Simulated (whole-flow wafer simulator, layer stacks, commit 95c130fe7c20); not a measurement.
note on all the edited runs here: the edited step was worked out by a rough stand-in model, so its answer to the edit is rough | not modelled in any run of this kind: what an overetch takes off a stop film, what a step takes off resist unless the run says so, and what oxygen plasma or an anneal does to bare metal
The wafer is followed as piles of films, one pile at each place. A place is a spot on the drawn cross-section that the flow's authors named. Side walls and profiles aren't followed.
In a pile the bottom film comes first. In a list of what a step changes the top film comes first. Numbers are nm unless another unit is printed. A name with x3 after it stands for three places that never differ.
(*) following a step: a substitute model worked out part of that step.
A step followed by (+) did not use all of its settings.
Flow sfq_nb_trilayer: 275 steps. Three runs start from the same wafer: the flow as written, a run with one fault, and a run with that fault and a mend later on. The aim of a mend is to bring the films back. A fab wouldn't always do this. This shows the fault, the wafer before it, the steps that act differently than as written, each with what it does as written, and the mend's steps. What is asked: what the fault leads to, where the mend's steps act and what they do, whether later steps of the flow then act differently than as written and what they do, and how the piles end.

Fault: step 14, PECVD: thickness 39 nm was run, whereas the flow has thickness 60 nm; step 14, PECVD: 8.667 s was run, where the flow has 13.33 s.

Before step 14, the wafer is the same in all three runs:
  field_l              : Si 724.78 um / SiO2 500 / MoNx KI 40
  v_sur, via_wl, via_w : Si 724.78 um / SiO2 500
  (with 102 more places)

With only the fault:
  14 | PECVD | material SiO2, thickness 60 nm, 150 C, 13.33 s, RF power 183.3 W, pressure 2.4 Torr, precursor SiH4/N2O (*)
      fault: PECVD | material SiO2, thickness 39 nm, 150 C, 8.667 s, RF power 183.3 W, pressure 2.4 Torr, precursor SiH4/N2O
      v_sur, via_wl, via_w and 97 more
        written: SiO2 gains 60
        fault: SiO2 gains 39
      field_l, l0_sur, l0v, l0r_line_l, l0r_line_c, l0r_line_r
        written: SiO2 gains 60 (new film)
        fault: SiO2 gains 39 (new film)
  Steps further on in the flow that do not act as written (not shown: 10 more steps that differ only slightly, by at most 2% or 0.5 nm, whichever is larger):
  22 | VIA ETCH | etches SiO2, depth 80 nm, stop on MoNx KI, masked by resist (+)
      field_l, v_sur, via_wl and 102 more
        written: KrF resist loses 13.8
        fault: KrF resist loses 10
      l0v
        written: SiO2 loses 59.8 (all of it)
        fault: SiO2 loses 38.8 (all of it)
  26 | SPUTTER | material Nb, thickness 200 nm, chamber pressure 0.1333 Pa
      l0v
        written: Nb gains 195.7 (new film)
        fault: Nb gains 200 (new film)
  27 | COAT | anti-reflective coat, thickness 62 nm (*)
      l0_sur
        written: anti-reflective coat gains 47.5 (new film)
        fault: anti-reflective coat gains 49.8 (new film)
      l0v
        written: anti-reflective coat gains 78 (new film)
        fault: anti-reflective coat gains 71.2 (new film)
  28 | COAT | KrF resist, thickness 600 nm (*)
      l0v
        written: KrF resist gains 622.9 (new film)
        fault: KrF resist gains 609.5 (new film)
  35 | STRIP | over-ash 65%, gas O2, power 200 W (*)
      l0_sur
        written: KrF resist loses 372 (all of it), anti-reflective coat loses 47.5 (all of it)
        fault: KrF resist loses 373.4 (all of it), anti-reflective coat loses 49.8 (all of it)
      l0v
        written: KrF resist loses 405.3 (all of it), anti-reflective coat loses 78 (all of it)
        fault: KrF resist loses 391.8 (all of it), anti-reflective coat loses 71.2 (all of it)
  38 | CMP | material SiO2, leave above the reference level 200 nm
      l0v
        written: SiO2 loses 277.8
        fault: SiO2 loses 303.1
  At field_l, v_sur, via_wl and 100 more, the piles at the end differ from the flow's by more than 2% or 0.5 nm, whichever is larger.
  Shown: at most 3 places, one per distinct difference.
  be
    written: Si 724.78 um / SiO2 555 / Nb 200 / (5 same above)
    fault: Si 724.78 um / SiO2 534 / Nb 200 / (5 same above)
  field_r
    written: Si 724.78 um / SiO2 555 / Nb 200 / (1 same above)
    fault: Si 724.78 um / SiO2 534 / Nb 200 / (1 same above)
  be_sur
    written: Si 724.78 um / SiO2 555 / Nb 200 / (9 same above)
    fault: Si 724.78 um / SiO2 534 / Nb 200 / (9 same above)

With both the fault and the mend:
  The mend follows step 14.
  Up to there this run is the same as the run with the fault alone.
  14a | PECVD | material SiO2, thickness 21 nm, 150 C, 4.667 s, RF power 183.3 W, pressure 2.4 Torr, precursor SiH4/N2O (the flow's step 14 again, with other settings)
      field_l, v_sur, via_wl and 103 more
        SiO2 gains 21
  None of the later steps of the flow differs from how it acts as written, at any place that is followed, by more than 2% or 0.5 nm, whichever is larger.
  The piles end the same as the flow's at every place that both follow.
